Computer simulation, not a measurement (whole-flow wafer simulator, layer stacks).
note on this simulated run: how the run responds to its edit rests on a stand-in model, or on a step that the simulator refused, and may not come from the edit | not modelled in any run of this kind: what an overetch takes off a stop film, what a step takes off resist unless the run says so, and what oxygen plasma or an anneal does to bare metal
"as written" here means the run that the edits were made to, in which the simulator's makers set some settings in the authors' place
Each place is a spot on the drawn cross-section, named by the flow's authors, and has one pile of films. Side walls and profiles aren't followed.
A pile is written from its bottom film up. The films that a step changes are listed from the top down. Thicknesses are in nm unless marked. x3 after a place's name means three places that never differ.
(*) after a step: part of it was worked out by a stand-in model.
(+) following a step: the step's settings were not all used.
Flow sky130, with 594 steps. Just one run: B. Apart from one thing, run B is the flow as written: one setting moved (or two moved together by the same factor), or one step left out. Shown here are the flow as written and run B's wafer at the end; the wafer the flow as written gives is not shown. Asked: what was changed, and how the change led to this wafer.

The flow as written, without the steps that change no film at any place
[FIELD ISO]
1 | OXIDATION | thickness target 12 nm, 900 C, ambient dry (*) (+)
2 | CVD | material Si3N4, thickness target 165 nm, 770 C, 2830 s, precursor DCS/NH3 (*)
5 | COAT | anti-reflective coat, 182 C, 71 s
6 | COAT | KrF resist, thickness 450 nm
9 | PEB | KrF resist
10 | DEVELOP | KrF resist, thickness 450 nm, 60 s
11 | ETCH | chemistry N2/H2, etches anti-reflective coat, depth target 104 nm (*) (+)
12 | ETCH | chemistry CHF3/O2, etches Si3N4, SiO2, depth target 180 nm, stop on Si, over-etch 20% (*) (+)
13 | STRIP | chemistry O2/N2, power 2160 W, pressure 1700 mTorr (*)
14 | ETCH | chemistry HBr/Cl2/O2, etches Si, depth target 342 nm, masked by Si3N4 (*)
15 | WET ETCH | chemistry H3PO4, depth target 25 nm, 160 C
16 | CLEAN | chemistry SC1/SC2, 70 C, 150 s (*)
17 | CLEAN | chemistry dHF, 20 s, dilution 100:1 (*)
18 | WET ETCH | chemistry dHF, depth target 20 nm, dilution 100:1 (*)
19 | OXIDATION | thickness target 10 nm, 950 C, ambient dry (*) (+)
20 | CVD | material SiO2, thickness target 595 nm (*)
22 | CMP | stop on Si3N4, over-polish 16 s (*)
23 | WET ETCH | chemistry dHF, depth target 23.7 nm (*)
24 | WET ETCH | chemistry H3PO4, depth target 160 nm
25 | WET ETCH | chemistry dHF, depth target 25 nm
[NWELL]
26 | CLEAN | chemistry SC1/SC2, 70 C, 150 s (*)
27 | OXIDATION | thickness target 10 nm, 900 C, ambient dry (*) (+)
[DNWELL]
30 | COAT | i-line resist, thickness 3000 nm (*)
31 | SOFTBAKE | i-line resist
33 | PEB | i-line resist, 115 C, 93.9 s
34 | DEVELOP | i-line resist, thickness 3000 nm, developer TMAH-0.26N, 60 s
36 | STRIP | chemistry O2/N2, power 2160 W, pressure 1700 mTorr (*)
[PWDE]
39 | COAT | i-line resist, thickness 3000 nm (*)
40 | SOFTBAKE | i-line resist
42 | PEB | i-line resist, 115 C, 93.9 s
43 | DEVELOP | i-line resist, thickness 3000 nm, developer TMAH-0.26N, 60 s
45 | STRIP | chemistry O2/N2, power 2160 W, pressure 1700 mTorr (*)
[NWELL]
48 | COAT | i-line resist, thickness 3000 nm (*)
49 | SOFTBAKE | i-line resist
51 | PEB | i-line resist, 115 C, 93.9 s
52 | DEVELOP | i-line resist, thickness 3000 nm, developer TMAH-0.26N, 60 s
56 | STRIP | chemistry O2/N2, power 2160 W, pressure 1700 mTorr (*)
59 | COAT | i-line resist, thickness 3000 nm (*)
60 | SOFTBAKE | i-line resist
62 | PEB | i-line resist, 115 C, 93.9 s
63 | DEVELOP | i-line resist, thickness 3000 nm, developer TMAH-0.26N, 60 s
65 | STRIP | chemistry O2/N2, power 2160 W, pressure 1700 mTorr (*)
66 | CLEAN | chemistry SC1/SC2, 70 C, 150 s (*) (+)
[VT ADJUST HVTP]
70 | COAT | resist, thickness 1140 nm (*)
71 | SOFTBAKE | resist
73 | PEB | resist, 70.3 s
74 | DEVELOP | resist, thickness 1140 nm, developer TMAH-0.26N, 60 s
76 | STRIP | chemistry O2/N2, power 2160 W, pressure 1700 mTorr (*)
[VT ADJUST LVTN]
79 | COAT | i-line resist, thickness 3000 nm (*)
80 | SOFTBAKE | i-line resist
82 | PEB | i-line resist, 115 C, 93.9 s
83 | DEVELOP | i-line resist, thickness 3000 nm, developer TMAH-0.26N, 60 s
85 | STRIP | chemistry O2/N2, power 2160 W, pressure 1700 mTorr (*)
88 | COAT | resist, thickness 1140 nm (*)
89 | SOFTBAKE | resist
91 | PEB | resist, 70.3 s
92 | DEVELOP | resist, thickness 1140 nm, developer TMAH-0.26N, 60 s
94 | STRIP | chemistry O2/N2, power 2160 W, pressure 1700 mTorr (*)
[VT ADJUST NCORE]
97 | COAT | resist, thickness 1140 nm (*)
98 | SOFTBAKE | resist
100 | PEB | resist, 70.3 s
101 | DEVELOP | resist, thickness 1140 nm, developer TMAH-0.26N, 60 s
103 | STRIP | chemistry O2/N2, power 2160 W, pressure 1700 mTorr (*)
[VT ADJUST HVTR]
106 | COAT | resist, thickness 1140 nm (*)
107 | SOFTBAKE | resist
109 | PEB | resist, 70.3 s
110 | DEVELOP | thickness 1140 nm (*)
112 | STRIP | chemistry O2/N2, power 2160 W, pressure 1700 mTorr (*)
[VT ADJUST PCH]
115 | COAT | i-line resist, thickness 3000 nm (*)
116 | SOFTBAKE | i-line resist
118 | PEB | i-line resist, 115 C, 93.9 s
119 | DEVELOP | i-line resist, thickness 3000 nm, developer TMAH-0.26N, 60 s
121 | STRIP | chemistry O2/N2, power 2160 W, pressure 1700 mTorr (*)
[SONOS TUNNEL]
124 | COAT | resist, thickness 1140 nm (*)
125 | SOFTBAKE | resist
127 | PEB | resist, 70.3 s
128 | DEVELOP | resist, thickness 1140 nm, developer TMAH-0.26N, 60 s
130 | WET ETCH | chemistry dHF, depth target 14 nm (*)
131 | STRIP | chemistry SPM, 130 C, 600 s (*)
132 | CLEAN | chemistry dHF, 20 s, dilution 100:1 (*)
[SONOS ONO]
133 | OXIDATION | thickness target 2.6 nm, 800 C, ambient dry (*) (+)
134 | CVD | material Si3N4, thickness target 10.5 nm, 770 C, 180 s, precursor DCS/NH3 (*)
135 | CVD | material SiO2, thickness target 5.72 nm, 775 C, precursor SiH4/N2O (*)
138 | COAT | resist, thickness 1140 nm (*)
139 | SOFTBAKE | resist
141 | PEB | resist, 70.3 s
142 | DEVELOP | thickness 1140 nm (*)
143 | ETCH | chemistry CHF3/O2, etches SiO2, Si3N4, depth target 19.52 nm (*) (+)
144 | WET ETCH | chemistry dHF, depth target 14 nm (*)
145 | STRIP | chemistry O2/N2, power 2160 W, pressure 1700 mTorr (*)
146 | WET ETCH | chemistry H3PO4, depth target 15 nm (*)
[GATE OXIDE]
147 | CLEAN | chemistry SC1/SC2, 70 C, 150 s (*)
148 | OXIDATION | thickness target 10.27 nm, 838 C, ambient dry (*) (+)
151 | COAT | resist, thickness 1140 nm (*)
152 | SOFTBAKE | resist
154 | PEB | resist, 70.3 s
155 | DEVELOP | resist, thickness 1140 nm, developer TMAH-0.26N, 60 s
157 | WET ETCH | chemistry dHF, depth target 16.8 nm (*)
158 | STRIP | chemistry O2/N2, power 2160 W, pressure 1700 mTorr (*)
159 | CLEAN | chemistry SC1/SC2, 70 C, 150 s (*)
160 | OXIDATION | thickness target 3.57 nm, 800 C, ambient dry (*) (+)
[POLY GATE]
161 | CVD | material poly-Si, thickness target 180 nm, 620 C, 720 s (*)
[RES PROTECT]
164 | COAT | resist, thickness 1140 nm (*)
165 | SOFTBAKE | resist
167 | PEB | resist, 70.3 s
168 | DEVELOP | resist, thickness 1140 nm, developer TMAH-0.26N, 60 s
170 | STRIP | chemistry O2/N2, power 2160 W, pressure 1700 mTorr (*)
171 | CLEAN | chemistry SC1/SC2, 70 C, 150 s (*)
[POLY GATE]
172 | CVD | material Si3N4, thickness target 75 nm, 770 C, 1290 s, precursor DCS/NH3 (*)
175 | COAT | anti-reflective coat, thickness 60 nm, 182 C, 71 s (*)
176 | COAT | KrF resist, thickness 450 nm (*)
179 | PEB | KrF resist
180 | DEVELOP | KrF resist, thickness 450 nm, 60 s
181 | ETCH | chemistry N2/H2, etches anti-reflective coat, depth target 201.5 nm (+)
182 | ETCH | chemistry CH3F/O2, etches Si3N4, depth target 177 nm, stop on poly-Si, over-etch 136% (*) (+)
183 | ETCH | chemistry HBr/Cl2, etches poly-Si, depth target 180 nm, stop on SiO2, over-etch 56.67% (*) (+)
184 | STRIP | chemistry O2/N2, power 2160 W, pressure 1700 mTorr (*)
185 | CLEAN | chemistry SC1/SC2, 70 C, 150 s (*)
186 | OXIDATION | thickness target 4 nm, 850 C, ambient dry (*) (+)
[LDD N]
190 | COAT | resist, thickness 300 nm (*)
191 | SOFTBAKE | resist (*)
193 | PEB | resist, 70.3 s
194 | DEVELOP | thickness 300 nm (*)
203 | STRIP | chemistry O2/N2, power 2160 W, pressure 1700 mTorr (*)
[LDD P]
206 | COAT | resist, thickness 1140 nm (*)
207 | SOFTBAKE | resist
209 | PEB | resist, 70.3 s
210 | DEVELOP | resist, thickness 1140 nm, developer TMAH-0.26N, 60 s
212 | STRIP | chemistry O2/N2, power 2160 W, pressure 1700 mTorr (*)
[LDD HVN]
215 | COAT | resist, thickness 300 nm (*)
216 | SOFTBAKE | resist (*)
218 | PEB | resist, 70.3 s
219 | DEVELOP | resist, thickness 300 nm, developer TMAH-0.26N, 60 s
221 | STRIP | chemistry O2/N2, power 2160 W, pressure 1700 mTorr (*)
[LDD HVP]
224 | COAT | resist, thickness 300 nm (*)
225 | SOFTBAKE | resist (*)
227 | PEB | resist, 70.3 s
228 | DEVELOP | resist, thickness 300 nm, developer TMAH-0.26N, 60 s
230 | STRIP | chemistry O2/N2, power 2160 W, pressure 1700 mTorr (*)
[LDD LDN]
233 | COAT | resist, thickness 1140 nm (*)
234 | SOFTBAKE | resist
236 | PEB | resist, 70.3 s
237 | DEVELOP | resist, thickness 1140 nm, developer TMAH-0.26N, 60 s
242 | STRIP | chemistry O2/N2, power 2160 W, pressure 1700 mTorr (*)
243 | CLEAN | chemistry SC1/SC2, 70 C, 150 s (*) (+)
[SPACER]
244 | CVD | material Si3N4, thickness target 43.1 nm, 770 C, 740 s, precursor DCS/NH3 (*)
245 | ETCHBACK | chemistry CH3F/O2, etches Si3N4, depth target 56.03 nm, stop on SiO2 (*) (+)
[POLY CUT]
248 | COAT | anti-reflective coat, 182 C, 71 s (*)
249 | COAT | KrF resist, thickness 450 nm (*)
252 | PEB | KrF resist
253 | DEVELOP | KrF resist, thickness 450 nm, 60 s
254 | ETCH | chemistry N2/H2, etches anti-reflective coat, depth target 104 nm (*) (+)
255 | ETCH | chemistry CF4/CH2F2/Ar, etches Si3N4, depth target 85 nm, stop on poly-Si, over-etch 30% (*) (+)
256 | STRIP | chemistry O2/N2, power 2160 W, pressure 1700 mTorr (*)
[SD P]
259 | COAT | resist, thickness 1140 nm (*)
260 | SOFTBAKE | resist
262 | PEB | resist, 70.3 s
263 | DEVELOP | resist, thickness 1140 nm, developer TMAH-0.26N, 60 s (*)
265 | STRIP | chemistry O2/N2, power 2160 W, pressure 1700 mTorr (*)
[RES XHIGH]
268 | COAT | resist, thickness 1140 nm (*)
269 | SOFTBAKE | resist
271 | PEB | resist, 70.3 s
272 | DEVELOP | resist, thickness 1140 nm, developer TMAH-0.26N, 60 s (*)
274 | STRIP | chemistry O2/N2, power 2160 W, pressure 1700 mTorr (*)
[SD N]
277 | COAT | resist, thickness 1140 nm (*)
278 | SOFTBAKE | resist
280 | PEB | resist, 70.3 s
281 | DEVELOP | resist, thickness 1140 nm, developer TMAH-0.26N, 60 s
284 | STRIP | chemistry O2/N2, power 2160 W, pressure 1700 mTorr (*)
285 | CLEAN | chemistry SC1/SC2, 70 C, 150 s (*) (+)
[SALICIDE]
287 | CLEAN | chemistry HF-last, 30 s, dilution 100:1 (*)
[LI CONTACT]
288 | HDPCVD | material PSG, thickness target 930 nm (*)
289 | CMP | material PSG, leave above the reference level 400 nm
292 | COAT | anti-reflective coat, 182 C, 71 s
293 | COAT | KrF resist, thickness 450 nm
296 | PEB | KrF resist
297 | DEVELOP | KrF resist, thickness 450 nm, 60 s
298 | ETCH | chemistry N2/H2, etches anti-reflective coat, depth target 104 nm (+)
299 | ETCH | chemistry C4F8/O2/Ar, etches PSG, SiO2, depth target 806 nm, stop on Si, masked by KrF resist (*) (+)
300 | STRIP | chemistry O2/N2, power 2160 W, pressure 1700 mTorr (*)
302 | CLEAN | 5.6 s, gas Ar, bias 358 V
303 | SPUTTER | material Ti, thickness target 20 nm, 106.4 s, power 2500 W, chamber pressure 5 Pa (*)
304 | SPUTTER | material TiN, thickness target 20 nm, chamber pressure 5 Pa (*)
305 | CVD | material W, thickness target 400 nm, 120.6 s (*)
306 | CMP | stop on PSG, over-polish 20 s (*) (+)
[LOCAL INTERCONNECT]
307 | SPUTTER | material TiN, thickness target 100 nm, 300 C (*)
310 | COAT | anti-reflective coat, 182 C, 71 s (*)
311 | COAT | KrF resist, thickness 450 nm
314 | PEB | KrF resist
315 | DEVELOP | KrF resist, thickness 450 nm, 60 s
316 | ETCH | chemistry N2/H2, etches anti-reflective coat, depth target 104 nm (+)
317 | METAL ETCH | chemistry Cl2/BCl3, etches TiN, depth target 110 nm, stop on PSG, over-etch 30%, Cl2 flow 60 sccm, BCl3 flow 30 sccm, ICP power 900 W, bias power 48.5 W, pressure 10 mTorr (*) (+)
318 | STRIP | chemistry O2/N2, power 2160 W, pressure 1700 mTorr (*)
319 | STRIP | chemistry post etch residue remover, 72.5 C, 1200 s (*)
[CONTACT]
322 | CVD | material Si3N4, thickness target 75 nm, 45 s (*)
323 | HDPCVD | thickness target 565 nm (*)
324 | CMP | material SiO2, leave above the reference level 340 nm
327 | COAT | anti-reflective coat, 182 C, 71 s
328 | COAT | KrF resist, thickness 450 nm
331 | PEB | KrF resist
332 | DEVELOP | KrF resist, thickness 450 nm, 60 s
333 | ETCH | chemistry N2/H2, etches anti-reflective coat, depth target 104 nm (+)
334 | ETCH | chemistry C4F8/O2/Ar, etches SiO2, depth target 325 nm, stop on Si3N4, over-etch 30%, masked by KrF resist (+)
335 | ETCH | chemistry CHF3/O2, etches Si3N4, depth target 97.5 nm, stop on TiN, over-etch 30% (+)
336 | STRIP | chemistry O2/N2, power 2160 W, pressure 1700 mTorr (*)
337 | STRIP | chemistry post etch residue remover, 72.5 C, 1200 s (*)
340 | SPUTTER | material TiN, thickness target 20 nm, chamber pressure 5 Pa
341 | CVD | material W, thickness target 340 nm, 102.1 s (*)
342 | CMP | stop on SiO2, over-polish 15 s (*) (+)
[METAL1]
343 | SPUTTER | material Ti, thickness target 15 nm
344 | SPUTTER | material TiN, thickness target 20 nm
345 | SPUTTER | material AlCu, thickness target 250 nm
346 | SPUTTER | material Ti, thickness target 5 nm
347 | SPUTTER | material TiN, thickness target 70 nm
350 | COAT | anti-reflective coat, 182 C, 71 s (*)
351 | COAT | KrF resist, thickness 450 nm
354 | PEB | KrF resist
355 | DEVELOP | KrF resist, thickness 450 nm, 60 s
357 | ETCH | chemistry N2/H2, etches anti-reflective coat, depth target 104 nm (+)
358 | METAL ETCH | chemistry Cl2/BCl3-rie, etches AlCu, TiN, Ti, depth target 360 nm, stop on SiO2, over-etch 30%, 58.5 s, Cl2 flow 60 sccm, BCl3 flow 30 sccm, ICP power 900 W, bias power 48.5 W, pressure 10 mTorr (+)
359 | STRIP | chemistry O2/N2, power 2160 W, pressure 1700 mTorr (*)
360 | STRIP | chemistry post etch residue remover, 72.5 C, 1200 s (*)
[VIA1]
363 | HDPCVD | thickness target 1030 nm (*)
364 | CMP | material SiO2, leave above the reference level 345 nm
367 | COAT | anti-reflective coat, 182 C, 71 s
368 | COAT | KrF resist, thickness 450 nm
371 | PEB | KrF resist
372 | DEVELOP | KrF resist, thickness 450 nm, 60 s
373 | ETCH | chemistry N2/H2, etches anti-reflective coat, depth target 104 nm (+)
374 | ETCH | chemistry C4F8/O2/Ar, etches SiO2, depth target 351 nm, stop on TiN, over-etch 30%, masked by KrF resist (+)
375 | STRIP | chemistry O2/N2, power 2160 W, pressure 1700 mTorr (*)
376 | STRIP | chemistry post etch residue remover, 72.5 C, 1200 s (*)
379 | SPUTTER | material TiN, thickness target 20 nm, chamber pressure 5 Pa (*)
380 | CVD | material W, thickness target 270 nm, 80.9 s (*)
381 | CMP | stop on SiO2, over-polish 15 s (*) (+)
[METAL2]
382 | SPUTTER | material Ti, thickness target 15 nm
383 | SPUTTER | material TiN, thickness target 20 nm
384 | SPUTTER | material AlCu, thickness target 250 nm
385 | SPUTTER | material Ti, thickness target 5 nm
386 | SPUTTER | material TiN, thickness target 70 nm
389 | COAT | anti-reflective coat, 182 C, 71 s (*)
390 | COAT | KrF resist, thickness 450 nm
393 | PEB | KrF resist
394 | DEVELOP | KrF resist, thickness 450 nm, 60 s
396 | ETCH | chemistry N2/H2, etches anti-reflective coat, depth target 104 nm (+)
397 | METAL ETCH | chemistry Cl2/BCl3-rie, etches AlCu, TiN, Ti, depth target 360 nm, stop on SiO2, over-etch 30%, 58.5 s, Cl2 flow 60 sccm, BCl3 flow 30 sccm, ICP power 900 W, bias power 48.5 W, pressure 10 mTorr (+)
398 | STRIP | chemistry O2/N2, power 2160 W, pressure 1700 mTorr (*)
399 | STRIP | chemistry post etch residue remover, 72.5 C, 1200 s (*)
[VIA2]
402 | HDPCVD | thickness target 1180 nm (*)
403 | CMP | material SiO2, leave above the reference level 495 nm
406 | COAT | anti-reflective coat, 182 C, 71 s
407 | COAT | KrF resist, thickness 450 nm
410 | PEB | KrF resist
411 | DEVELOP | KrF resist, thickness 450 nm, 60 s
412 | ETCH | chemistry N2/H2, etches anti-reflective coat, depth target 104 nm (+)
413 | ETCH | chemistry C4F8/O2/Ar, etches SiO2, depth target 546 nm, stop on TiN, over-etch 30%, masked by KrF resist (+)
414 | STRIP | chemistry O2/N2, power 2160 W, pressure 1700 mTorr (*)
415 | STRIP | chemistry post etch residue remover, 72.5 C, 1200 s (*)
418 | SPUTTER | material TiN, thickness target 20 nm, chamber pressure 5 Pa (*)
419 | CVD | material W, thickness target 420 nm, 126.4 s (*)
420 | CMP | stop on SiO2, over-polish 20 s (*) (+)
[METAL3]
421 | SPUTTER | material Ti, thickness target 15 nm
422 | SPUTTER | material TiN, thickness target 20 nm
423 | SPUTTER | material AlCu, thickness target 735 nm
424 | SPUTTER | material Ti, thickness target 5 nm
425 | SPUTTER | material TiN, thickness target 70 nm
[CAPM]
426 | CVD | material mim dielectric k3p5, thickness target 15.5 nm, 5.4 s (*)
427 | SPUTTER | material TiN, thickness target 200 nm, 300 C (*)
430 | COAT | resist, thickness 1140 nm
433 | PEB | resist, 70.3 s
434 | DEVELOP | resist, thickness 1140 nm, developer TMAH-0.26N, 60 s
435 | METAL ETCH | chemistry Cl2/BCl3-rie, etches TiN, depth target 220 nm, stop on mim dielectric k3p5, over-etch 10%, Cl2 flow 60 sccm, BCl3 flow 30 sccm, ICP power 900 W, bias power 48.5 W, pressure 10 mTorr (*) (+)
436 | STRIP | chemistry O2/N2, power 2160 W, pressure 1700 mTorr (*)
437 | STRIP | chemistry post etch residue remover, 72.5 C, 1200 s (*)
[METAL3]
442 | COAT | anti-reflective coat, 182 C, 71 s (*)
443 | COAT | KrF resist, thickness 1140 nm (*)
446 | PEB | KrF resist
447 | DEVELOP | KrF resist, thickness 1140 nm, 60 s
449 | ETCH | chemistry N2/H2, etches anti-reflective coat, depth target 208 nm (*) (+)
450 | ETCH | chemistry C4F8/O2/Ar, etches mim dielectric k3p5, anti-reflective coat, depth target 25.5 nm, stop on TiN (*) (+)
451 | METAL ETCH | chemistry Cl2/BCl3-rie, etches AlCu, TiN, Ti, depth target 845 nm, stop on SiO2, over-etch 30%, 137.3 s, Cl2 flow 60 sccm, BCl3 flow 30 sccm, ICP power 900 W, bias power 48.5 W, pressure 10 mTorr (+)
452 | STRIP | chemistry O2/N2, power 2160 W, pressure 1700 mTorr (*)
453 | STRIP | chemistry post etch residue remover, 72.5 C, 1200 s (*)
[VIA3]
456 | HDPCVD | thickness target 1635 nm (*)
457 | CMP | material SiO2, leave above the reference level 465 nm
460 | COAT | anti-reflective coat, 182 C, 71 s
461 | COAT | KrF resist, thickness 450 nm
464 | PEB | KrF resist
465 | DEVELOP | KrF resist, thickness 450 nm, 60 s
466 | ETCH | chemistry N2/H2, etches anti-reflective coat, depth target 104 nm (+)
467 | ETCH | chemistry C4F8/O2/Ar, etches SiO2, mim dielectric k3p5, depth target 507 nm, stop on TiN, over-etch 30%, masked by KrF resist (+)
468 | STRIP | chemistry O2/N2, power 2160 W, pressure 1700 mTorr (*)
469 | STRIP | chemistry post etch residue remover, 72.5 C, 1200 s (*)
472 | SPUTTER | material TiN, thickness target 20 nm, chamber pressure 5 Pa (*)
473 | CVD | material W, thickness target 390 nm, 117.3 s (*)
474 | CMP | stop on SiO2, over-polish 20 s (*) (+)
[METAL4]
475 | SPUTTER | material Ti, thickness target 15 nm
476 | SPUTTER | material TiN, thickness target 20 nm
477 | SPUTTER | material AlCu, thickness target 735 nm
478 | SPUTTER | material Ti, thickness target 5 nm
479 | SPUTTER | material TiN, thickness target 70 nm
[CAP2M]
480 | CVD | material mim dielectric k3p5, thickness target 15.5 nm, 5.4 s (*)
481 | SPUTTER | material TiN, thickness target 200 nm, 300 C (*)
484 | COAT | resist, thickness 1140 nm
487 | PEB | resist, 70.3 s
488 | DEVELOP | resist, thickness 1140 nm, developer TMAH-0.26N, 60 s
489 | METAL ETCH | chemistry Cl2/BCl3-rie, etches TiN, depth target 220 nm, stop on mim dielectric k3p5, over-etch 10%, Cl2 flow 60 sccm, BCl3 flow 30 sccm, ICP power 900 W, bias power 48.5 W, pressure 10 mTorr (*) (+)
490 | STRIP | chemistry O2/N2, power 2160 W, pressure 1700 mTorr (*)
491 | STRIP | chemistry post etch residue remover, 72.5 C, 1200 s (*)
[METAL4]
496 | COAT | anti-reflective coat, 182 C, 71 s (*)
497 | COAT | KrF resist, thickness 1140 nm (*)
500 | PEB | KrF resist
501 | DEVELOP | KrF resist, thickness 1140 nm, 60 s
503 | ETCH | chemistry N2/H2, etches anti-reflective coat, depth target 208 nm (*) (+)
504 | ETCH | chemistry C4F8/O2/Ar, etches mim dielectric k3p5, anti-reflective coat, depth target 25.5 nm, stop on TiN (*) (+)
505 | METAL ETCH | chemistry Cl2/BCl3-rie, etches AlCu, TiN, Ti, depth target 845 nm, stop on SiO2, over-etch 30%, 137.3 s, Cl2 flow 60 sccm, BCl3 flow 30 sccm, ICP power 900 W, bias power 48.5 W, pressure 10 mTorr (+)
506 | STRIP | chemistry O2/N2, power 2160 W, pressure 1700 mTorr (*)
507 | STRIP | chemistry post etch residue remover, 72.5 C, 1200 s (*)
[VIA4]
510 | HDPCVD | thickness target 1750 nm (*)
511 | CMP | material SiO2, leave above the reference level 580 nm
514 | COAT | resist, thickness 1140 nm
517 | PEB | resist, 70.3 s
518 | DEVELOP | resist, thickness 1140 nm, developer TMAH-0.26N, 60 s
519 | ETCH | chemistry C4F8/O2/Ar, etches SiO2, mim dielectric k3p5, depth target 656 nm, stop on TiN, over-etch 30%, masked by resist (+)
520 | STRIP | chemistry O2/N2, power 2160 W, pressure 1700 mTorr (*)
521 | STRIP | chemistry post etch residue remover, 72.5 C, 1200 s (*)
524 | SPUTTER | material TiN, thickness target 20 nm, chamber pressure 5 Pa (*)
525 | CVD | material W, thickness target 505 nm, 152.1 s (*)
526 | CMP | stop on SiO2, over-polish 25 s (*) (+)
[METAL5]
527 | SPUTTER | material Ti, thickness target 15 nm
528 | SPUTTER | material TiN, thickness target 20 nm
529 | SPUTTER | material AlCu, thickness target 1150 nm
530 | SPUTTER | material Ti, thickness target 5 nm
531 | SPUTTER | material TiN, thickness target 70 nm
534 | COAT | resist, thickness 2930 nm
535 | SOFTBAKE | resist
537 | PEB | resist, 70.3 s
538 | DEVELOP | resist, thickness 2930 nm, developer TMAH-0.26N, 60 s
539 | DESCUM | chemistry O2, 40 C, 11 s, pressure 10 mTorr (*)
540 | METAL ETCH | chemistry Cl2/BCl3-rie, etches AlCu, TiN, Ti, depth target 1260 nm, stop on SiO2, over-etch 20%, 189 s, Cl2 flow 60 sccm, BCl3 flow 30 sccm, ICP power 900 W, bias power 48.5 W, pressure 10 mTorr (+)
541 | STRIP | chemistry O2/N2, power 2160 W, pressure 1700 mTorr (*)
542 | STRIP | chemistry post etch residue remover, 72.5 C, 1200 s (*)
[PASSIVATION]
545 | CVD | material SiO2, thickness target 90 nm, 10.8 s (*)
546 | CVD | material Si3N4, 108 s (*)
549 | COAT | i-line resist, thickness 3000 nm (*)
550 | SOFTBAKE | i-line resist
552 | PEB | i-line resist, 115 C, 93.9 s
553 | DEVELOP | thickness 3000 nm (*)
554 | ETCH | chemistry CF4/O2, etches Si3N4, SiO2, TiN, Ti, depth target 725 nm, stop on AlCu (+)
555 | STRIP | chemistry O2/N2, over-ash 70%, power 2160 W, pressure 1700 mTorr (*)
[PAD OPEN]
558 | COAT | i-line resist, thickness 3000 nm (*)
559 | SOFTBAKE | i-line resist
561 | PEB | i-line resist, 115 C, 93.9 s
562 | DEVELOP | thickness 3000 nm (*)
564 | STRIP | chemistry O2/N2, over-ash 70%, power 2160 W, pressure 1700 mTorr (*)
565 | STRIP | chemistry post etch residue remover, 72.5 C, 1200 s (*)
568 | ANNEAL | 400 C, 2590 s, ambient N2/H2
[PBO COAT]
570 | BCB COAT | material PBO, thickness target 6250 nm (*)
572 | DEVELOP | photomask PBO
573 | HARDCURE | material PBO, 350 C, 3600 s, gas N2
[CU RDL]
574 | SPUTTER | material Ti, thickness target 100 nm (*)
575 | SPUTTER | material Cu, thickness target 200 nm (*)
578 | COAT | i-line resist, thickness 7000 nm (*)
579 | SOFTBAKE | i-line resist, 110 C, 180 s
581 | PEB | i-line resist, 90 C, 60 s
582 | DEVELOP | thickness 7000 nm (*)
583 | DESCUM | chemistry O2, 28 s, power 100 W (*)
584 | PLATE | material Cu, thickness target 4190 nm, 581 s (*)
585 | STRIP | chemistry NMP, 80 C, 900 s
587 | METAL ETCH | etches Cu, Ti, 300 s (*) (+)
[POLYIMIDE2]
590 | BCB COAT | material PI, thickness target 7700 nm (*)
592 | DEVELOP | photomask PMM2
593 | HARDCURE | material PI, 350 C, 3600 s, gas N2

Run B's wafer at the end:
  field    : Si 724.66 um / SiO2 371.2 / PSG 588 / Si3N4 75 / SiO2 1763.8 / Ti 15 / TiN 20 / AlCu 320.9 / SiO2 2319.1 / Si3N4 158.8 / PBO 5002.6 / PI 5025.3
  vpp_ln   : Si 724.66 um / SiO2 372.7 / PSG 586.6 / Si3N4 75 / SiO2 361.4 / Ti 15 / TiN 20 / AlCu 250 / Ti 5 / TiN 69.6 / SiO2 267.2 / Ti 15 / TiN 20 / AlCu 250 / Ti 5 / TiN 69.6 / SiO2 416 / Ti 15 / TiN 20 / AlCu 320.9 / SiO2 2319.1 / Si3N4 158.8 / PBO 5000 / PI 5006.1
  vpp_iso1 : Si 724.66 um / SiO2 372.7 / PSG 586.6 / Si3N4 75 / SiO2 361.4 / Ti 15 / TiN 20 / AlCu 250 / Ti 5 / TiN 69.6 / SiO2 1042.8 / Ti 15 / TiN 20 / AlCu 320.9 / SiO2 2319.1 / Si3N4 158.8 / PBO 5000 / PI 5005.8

Cause: step 451, METAL ETCH: depth target 371.8 nm was run, though the flow has depth target 845 nm; step 451, METAL ETCH: 60.4 s was run, where the flow has 137.3 s.

How this came from the change, step by step:
  451 | METAL ETCH | chemistry Cl2/BCl3-rie, etches AlCu, TiN, Ti, depth target 845 nm, stop on SiO2, over-etch 30%, 137.3 s, Cl2 flow 60 sccm, BCl3 flow 30 sccm, ICP power 900 W, bias power 48.5 W, pressure 10 mTorr (+)
      field, gate, spacer and 68 more: TiN loses 70 (all of it), Ti loses 5 (all of it), AlCu loses 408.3 (it would be, as written: TiN loses 70 (all of it), Ti loses 5 (all of it), AlCu loses 735 (all of it), TiN loses 20 (all of it), Ti loses 15 (all of it), SiO2 loses 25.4)
      active, vpp_ln, vpp_iso2 and 11 more: TiN loses 70 (all of it), Ti loses 5 (all of it), AlCu loses 408.3 (it would be, as written: TiN loses 70 (all of it), Ti loses 5 (all of it), AlCu loses 735 (all of it), TiN loses 20 (all of it), Ti loses 15 (all of it), SiO2 loses 25.3)
      (as well as at 107 more places)
  452 | STRIP | chemistry O2/N2, power 2160 W, pressure 1700 mTorr (*)
      gate_hv, dice_street, pplus_nw and 75 more: KrF resist loses 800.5 (all of it), anti-reflective coat loses 80 (all of it) (it would be, as written: KrF resist loses 492.9 (all of it), anti-reflective coat loses 80 (all of it))
      n_well, p_well, sd_n, sd_p, pad, mim_edge_gap, mim_edge_gap_sheet: KrF resist loses 800.4 (all of it), anti-reflective coat loses 80 (all of it) (it would be, as written: KrF resist loses 492.9 (all of it), anti-reflective coat loses 80 (all of it))
      (as well as at 22 more places)
  453 | STRIP | chemistry post etch residue remover, 72.5 C, 1200 s (*)
      field, active, gate and 82 more: AlCu loses 5.72 (it would be, as written: nothing)
  456 | HDPCVD | thickness target 1635 nm (*)
      field, active, gate and 82 more: SiO2 gains 1635 (new film) (it would be, as written: SiO2 gains 1635)
  457 | CMP | material SiO2, leave above the reference level 465 nm
      field, active, gate and 82 more: SiO2 loses 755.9 (it would be, as written: SiO2 loses 374.7)
If metal films that touch count as one body, field has 1 body; the flow as written gives 0 bodies.
If metal films that touch count as one body, vpp_ln has 3 bodies (between them, from the top down: SiO2 416; SiO2 267.2); the flow as written gives 2 bodies (between them, from the top down: SiO2 267.2).
If metal films that touch count as one body, vpp_iso1 has 2 bodies (between them, from the top down: SiO2 1042.8); the flow as written gives 1 body.
